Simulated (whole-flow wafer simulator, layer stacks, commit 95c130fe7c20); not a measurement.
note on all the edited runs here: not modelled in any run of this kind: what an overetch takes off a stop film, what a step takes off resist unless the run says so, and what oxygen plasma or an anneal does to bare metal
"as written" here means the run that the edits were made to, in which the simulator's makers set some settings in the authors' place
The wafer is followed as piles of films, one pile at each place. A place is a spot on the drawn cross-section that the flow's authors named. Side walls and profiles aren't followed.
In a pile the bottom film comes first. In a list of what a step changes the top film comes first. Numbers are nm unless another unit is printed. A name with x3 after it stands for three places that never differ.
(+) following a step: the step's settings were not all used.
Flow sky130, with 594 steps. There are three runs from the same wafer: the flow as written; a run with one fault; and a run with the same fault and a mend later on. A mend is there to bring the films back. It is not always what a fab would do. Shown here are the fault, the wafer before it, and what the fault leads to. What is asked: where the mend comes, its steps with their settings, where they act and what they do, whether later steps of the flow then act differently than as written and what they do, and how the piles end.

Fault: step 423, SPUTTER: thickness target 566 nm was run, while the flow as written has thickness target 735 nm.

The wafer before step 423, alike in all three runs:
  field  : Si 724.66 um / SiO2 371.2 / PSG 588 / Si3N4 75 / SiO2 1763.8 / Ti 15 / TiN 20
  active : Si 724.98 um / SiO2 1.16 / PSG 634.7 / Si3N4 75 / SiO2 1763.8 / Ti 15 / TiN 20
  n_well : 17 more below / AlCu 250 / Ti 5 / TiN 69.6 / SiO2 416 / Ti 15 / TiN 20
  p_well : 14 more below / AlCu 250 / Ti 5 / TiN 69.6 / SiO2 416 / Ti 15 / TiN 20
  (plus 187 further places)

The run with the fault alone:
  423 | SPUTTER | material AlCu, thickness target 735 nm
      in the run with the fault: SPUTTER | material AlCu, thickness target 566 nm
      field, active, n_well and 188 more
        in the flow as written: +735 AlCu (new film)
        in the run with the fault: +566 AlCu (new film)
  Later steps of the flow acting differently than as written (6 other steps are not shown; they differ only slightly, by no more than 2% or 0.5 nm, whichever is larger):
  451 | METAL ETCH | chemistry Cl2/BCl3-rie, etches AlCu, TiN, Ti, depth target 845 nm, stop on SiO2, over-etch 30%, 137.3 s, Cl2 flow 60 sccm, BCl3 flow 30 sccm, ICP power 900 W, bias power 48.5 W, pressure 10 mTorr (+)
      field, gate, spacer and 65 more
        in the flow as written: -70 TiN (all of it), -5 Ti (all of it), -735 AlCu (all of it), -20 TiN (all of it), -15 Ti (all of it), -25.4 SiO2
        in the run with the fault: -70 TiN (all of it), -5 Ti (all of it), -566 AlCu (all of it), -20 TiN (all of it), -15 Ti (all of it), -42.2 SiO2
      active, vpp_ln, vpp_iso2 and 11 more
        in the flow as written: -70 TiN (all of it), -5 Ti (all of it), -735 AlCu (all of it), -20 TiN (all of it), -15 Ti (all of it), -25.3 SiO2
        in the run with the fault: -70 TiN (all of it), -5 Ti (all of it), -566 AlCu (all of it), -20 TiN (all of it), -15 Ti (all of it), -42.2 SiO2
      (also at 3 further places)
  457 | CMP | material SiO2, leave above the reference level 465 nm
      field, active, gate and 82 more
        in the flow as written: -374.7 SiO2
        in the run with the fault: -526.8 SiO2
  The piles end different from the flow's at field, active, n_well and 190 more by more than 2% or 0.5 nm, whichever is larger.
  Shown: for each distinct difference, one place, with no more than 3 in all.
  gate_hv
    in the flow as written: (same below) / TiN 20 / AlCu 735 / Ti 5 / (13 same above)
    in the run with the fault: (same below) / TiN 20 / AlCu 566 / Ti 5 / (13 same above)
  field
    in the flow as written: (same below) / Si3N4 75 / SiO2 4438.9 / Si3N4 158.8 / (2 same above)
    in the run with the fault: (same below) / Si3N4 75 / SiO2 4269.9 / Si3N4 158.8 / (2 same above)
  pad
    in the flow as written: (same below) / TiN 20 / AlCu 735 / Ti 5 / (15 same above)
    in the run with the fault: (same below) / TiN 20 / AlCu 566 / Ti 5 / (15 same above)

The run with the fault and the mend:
  After step 423 comes the mend.
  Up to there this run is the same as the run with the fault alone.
  423a | SPUTTER | material AlCu, thickness target 169 nm (the flow's step 423 again, with other settings)
      field, active, n_well and 188 more
        +169 AlCu
  Every later step of the flow that is run acts as written at every place that is followed.
  By the end, the piles equal the flow's at every place that both follow.
